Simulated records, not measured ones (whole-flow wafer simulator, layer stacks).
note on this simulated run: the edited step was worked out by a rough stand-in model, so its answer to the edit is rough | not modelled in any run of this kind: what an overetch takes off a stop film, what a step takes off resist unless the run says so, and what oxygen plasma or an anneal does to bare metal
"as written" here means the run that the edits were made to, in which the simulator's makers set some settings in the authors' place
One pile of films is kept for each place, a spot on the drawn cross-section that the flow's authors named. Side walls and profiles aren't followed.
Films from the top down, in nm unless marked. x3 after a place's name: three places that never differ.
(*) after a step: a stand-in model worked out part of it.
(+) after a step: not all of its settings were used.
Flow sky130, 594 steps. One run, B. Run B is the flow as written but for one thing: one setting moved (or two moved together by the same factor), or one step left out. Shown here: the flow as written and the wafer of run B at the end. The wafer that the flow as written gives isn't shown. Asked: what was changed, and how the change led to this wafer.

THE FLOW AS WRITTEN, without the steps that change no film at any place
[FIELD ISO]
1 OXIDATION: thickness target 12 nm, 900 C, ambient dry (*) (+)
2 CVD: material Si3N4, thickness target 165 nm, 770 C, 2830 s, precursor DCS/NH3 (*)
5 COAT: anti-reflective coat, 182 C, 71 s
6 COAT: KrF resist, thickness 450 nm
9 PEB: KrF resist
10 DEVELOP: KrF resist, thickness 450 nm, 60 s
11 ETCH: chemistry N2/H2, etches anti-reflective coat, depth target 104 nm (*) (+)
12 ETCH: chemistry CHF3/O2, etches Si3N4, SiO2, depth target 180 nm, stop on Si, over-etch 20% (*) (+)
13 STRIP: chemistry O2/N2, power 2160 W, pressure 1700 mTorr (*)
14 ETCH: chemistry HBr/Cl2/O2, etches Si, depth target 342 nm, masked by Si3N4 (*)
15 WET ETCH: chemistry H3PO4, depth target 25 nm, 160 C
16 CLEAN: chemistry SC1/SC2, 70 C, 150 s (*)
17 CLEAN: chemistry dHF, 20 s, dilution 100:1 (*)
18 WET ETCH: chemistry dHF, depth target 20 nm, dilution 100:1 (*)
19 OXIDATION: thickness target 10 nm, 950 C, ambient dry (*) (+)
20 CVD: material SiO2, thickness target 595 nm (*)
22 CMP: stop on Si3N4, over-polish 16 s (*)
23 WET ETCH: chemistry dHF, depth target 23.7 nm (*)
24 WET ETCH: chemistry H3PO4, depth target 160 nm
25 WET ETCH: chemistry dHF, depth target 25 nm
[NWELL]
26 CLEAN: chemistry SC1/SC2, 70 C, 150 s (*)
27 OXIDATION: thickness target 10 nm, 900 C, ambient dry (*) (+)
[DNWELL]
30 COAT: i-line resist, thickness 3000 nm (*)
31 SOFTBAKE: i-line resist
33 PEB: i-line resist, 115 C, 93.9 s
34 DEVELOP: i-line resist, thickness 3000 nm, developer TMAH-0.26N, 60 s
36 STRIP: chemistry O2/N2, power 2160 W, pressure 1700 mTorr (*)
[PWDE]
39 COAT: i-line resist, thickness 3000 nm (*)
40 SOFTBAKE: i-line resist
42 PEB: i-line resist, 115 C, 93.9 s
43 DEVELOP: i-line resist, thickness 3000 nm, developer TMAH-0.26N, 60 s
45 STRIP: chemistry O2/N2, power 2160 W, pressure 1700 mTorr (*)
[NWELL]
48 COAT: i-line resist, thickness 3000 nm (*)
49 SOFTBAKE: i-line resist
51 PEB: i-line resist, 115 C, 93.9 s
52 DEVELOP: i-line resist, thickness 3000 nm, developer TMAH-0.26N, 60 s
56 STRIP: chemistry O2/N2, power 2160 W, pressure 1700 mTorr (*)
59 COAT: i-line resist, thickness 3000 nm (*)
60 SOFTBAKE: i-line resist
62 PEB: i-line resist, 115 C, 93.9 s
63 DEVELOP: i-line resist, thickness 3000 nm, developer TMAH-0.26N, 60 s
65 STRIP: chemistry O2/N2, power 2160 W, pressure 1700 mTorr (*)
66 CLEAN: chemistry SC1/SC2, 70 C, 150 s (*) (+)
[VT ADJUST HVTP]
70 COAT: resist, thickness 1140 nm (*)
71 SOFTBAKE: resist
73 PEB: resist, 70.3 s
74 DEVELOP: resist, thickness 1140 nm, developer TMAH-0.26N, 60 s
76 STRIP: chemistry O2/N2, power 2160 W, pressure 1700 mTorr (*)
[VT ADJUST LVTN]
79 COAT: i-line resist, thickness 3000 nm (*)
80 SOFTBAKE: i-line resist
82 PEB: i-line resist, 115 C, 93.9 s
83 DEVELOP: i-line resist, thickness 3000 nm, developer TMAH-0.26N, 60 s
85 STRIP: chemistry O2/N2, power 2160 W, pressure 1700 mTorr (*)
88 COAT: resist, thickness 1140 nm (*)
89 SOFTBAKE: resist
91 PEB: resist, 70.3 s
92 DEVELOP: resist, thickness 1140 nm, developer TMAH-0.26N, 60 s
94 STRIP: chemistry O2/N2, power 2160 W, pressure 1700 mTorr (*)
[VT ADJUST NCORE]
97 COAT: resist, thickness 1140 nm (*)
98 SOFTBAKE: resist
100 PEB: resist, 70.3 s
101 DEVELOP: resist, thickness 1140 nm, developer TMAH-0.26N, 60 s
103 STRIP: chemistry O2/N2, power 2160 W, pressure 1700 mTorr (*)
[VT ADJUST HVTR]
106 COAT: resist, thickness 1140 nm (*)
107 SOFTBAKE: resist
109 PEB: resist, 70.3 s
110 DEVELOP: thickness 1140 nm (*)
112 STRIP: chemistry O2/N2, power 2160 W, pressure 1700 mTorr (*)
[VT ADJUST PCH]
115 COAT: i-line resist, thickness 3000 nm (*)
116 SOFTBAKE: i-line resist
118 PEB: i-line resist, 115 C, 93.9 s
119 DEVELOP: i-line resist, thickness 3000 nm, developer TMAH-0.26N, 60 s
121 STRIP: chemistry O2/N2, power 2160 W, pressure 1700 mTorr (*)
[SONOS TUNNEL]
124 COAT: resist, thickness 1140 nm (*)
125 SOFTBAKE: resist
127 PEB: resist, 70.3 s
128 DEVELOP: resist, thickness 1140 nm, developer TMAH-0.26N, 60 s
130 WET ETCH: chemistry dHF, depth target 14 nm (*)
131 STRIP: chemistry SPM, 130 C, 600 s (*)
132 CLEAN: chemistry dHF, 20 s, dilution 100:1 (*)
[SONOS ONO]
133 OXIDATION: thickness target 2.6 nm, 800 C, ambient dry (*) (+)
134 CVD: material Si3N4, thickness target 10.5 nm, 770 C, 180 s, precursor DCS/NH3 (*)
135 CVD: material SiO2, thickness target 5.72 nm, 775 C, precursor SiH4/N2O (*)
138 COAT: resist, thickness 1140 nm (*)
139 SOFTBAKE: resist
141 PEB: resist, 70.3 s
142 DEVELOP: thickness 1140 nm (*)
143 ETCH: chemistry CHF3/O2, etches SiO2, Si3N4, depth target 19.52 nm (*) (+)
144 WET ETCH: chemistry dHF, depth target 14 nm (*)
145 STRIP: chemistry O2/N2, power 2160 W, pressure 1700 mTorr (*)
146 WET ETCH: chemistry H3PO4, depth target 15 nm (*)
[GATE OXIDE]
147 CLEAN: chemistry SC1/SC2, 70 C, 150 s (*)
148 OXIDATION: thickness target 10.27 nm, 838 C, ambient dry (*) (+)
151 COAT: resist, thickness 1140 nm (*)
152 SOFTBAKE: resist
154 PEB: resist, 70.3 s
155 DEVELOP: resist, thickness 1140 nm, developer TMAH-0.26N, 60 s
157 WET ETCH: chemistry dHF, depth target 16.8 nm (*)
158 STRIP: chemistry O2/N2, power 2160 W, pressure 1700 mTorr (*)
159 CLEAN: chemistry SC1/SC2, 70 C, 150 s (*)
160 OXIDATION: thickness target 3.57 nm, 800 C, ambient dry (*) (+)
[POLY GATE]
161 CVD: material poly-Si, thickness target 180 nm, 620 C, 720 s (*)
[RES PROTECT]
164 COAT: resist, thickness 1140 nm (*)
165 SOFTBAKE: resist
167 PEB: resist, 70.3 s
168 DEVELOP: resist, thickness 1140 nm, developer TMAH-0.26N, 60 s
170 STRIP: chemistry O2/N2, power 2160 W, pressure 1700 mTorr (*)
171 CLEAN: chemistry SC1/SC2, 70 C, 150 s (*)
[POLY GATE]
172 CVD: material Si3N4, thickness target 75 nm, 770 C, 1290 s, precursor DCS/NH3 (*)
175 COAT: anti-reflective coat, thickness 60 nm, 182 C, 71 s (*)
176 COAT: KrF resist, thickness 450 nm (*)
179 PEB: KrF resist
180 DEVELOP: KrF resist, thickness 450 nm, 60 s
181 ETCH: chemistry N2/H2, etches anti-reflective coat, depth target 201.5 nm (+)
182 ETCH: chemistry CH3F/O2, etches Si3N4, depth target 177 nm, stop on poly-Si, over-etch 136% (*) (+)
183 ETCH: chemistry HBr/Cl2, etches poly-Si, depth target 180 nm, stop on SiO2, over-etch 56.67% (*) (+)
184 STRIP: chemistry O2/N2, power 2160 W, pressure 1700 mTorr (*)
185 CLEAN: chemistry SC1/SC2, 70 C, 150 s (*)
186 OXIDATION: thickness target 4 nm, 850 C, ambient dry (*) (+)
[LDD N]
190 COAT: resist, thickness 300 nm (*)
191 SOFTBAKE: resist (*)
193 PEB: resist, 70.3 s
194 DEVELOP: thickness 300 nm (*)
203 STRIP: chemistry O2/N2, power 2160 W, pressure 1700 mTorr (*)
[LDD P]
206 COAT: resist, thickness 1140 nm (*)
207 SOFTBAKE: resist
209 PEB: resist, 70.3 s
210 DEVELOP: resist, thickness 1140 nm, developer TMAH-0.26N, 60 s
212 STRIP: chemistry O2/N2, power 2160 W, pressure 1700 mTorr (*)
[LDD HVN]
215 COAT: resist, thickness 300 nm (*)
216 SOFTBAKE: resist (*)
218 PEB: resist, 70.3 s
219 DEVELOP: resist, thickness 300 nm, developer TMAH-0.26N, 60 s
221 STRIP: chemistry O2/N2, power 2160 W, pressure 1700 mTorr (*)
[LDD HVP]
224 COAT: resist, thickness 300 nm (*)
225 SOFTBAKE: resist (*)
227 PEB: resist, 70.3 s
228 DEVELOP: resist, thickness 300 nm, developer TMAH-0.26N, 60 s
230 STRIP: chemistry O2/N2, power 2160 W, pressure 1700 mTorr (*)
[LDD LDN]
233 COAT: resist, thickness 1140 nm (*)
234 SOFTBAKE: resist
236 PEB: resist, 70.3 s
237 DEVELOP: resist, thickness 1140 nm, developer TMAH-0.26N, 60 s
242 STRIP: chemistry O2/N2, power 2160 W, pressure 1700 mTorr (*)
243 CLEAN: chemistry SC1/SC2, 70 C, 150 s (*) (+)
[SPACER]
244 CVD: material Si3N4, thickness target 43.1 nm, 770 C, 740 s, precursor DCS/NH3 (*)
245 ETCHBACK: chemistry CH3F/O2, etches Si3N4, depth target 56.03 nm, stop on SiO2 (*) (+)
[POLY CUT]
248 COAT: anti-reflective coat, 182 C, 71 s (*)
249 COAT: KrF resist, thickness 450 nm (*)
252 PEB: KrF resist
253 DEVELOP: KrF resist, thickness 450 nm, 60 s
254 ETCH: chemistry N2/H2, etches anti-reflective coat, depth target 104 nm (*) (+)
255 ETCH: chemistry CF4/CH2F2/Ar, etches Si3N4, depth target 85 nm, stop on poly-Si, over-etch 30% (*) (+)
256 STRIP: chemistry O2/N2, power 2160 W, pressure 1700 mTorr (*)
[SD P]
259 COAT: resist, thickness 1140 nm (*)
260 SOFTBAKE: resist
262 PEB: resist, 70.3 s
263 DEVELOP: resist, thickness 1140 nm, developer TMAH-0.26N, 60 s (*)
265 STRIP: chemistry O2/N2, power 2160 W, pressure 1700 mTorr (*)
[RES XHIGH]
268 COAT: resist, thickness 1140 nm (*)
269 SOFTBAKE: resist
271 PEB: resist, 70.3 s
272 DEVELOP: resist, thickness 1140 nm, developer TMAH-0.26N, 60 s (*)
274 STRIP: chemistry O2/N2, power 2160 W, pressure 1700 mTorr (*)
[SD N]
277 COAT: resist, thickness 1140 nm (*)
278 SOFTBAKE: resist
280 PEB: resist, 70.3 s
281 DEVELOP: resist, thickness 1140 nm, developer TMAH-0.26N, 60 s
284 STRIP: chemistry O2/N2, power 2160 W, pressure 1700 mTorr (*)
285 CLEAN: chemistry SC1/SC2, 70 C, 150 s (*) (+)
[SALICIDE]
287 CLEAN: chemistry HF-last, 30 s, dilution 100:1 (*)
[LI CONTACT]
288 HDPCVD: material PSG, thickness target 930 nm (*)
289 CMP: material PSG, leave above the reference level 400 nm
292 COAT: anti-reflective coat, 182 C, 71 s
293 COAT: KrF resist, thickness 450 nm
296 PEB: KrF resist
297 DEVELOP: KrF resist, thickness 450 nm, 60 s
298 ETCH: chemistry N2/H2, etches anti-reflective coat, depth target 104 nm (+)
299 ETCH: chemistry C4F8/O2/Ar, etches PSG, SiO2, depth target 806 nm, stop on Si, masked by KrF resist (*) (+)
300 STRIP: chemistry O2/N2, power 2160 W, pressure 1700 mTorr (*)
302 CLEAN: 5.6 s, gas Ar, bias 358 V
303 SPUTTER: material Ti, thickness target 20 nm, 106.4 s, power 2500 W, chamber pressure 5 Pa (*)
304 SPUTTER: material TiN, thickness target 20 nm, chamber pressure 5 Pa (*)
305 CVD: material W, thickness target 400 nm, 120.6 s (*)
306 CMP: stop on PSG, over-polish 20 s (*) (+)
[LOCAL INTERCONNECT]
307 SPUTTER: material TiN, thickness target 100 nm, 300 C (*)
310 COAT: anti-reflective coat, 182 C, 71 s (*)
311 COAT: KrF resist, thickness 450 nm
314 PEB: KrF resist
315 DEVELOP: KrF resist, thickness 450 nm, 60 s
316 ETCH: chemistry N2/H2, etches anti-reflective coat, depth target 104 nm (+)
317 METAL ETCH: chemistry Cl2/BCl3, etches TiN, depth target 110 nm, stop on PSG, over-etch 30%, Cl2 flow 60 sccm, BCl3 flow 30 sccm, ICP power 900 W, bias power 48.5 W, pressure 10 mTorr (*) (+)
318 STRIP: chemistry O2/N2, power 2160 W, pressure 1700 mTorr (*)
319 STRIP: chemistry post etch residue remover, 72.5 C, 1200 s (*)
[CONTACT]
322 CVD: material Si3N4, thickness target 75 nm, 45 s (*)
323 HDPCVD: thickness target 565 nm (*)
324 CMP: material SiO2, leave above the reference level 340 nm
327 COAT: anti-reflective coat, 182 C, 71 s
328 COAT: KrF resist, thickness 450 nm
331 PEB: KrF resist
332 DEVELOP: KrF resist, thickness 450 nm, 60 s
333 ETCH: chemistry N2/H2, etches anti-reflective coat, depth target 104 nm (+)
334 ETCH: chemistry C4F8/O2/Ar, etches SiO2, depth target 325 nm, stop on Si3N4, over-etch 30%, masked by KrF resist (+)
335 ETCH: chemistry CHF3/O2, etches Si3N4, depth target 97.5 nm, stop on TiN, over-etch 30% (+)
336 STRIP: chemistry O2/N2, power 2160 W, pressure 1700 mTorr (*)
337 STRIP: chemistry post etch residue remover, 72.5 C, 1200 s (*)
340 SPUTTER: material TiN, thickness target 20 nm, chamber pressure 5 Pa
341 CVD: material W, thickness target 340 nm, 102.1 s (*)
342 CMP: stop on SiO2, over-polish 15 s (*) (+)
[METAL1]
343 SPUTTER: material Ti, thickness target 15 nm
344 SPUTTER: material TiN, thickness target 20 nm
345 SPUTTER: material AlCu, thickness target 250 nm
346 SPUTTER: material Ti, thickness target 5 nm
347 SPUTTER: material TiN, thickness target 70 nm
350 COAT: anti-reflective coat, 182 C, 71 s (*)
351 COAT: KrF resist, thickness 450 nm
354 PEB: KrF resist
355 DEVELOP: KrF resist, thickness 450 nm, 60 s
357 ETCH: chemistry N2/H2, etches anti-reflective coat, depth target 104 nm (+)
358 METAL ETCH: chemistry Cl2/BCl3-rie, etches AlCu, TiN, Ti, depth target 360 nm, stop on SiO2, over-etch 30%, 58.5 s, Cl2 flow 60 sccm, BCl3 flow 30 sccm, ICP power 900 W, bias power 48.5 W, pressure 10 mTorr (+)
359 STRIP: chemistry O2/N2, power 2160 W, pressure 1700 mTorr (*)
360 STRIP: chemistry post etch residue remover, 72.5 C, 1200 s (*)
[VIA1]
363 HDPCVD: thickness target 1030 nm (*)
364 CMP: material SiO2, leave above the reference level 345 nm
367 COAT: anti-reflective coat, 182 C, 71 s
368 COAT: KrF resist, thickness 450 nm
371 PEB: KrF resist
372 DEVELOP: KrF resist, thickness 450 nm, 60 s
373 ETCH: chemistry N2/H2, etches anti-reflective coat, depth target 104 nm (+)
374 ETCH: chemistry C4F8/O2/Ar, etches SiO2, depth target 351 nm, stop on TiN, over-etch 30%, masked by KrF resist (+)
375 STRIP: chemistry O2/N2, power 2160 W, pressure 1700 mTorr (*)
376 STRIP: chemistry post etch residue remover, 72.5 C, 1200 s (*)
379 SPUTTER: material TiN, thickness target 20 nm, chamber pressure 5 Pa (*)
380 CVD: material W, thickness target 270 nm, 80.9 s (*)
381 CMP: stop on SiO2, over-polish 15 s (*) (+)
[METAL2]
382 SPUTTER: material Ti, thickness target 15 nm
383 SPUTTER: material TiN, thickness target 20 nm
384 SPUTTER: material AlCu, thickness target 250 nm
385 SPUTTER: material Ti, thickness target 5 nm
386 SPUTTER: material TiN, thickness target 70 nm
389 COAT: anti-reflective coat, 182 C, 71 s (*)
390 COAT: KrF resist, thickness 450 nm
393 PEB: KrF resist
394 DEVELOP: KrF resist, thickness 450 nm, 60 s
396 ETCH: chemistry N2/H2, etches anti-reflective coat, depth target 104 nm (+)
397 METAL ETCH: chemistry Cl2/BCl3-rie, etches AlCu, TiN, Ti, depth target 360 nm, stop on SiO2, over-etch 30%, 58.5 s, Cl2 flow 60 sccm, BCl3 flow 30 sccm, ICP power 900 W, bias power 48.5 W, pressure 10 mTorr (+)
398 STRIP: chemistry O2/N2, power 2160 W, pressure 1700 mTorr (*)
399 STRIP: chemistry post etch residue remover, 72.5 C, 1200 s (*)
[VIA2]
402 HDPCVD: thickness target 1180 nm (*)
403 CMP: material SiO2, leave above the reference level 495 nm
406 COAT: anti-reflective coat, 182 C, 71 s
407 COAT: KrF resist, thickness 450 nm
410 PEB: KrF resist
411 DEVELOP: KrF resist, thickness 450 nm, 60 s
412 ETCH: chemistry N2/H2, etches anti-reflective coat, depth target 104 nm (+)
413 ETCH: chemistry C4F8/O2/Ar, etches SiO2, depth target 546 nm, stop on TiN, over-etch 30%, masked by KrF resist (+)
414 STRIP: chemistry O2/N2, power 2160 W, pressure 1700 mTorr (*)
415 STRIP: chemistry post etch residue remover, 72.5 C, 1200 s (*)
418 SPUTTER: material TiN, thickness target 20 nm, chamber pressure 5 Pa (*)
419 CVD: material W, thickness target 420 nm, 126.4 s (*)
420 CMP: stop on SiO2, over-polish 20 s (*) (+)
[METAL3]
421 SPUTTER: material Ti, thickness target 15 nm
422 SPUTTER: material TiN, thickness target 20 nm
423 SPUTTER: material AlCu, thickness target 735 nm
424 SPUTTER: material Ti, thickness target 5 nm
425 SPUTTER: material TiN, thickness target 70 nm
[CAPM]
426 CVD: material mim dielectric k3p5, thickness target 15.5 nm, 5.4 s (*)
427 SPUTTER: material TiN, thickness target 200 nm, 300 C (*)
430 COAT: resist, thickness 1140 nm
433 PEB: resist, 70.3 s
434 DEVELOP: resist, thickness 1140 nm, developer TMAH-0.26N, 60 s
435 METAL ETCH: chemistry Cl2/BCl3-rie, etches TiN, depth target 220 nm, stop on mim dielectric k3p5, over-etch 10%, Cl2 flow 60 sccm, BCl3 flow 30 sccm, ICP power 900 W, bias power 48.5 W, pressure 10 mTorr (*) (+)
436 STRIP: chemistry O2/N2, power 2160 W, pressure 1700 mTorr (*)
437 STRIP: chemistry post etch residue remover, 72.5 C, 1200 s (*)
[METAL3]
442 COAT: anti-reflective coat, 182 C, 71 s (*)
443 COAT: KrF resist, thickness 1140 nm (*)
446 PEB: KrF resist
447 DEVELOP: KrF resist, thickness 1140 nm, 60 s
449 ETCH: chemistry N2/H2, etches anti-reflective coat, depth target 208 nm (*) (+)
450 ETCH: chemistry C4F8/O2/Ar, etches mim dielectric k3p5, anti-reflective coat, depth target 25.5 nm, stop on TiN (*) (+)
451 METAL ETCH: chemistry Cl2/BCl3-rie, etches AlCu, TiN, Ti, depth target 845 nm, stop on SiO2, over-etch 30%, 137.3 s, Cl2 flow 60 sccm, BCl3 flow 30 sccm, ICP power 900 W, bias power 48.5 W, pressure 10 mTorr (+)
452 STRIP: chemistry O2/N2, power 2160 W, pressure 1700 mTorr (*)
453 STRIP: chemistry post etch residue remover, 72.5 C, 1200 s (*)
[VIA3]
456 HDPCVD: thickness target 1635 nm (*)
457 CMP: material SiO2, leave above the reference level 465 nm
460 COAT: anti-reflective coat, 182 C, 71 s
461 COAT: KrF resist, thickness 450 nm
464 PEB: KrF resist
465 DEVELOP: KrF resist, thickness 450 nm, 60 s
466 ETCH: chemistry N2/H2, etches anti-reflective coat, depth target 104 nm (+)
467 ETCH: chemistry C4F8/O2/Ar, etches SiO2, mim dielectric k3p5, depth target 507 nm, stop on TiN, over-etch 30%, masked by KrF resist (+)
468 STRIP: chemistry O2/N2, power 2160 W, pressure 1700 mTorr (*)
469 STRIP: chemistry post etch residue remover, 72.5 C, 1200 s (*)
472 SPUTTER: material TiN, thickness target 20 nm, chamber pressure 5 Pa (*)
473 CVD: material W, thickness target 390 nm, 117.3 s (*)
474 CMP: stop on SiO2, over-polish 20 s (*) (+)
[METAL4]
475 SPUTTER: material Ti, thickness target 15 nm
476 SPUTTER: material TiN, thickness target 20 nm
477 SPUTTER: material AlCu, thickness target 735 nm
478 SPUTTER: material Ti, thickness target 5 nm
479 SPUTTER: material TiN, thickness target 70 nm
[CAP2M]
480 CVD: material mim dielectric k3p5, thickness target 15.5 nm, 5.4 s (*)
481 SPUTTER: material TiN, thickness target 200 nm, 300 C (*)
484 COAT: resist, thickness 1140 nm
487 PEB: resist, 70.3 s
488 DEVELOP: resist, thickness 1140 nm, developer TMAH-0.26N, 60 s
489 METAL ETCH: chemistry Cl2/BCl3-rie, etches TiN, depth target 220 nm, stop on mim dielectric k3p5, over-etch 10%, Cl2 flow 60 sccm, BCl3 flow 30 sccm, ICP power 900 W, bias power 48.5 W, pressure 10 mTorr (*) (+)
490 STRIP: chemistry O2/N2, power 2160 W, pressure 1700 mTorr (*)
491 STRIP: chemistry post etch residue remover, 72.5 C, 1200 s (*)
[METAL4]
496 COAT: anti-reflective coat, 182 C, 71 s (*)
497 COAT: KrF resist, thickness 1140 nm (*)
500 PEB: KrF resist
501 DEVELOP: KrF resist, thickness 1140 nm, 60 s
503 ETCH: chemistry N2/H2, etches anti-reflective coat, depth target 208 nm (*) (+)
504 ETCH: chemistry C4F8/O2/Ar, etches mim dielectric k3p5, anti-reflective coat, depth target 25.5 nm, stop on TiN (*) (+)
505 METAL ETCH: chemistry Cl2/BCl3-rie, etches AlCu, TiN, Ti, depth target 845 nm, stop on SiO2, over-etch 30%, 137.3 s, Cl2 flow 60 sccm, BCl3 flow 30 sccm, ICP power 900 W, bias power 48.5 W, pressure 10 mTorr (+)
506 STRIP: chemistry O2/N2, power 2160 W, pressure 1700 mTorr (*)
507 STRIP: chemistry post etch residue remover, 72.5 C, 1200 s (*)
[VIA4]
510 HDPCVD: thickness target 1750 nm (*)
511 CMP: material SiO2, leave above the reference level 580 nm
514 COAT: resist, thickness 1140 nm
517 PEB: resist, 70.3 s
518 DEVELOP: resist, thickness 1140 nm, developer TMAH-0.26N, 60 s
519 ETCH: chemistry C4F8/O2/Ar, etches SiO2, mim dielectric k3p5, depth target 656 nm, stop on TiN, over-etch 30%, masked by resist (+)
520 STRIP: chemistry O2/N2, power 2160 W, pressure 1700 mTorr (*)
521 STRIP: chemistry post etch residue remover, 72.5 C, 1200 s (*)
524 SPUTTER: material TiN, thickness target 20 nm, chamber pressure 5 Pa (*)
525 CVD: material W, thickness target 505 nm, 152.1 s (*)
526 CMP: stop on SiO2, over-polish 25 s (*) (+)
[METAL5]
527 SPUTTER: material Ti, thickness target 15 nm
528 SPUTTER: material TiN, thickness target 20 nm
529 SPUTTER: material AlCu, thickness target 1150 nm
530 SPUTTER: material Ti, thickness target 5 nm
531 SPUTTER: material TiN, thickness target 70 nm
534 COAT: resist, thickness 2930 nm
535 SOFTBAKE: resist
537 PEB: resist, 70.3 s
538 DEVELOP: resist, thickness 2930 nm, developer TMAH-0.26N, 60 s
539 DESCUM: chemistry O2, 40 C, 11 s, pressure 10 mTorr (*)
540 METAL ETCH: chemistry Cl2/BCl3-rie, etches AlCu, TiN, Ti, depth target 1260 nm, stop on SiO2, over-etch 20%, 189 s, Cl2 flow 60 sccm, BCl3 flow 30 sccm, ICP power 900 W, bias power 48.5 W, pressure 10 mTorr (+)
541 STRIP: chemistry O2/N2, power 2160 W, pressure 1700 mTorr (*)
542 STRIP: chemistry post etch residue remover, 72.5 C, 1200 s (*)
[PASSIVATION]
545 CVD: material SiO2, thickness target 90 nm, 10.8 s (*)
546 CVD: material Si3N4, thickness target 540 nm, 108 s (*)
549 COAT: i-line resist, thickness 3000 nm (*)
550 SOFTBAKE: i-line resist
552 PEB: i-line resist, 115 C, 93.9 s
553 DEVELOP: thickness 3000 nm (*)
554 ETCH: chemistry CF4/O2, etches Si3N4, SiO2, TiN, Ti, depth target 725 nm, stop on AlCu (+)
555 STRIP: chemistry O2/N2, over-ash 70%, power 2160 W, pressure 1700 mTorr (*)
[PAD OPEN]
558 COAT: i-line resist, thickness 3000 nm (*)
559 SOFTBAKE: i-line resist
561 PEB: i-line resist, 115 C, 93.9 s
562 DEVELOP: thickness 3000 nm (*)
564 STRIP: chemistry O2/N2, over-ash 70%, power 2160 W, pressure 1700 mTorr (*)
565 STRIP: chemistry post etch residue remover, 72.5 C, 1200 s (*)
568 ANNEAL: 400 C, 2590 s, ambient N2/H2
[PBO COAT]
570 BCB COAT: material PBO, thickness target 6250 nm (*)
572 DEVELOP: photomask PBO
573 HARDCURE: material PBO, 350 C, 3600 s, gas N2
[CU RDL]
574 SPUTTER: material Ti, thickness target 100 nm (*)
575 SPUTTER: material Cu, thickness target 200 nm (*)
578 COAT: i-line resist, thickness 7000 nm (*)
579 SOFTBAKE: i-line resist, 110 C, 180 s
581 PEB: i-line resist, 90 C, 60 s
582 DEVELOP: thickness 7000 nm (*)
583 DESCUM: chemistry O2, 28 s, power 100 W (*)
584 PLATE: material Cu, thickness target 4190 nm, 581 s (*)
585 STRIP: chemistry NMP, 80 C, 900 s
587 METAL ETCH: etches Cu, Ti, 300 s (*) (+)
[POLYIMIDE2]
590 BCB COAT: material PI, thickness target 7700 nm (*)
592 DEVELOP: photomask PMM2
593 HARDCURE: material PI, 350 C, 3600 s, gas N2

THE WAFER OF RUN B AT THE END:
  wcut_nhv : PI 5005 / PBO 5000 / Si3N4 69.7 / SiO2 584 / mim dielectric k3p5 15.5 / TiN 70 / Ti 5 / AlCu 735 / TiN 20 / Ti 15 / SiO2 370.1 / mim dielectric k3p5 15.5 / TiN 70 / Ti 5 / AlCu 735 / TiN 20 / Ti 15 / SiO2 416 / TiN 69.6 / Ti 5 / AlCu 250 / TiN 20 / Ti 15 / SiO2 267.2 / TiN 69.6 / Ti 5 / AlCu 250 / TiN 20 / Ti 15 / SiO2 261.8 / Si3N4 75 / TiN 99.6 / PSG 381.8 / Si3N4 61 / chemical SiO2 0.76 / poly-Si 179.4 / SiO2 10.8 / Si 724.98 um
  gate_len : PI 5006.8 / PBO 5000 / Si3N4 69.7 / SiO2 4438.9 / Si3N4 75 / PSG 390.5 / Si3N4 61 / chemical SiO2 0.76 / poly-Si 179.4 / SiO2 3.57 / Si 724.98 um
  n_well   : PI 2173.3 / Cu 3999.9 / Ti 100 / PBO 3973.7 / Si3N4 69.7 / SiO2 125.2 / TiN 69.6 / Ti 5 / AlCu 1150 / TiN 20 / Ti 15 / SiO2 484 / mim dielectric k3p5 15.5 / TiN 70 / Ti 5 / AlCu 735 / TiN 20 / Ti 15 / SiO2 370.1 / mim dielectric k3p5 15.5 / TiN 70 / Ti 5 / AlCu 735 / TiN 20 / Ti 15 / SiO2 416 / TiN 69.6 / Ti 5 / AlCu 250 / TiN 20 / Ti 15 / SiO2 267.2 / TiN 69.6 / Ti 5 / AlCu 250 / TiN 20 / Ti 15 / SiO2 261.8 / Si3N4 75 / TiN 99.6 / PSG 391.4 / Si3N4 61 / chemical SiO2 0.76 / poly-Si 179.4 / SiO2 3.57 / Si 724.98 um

The cause: step 546, CVD: thickness target 238 nm was run, where the flow has thickness target 540 nm; step 546, CVD: 47.5 s was run, where the flow has 108 s.

How the change led to this, step by step:
  546 CVD: material Si3N4, thickness target 540 nm, 108 s (*)
      field, active, n_well and 190 more: Si3N4 +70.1 (new film) (as written it would be: Si3N4 +159.1 (new film))
  550 SOFTBAKE: i-line resist
      active: i-line resist +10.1 (as written it would be: i-line resist +12)
      gate: i-line resist -80 (as written it would be: i-line resist -85.5)
      (and at 63 more places)
  554 ETCH: chemistry CF4/O2, etches Si3N4, SiO2, TiN, Ti, depth target 725 nm, stop on AlCu (+)
      field, active, n_well and 189 more: i-line resist -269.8 (as written it would be: i-line resist -358.9)
      pad: Si3N4 -70.1 (all of it), SiO2 -125.2 (all of it), TiN -69.6 (all of it), Ti -5 (all of it) (as written it would be: Si3N4 -159.1 (all of it), SiO2 -125.2 (all of it), TiN -69.6 (all of it), Ti -5 (all of it))
  555 STRIP: chemistry O2/N2, over-ash 70%, power 2160 W, pressure 1700 mTorr (*)
      gate_hv, dice_street, iso_guard and 83 more: i-line resist -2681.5 (all of it) (as written it would be: i-line resist -2592.4 (all of it))
      n_well, p_well, sd_n, sd_p: i-line resist -1429.9 (all of it) (as written it would be: i-line resist -1340.8 (all of it))
      (and at 102 more places)
  558 COAT: i-line resist, thickness 3000 nm (*)
      pad: i-line resist +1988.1 (new film) (as written it would be: i-line resist +2077.7 (new film))
  559 SOFTBAKE: i-line resist
      field: i-line resist +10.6 (as written it would be: i-line resist +12.5)
      active: i-line resist +10.1 (as written it would be: i-line resist +12)
      (and at 70 more places)
  561 PEB: i-line resist, 115 C, 93.9 s
      pad: i-line resist -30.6 (as written it would be: i-line resist -32.2)
  562 DEVELOP: thickness 3000 nm (*)
      pad: i-line resist -1957.5 (all of it) (as written it would be: i-line resist -2045.5 (all of it))
  578 COAT: i-line resist, thickness 7000 nm (*)
      pad: i-line resist +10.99 um (new film) (as written it would be: i-line resist +11.08 um (new film))
  579 SOFTBAKE: i-line resist, 110 C, 180 s
      mim: i-line resist -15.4 (as written it would be: i-line resist -16.8)
      iso_guard__w1: i-line resist -15.2 (as written it would be: i-line resist -16.6)
      (and at 33 more places)
  582 DEVELOP: thickness 7000 nm (*)
      pad: i-line resist -10.99 um (all of it) (as written it would be: i-line resist -11.08 um (all of it))
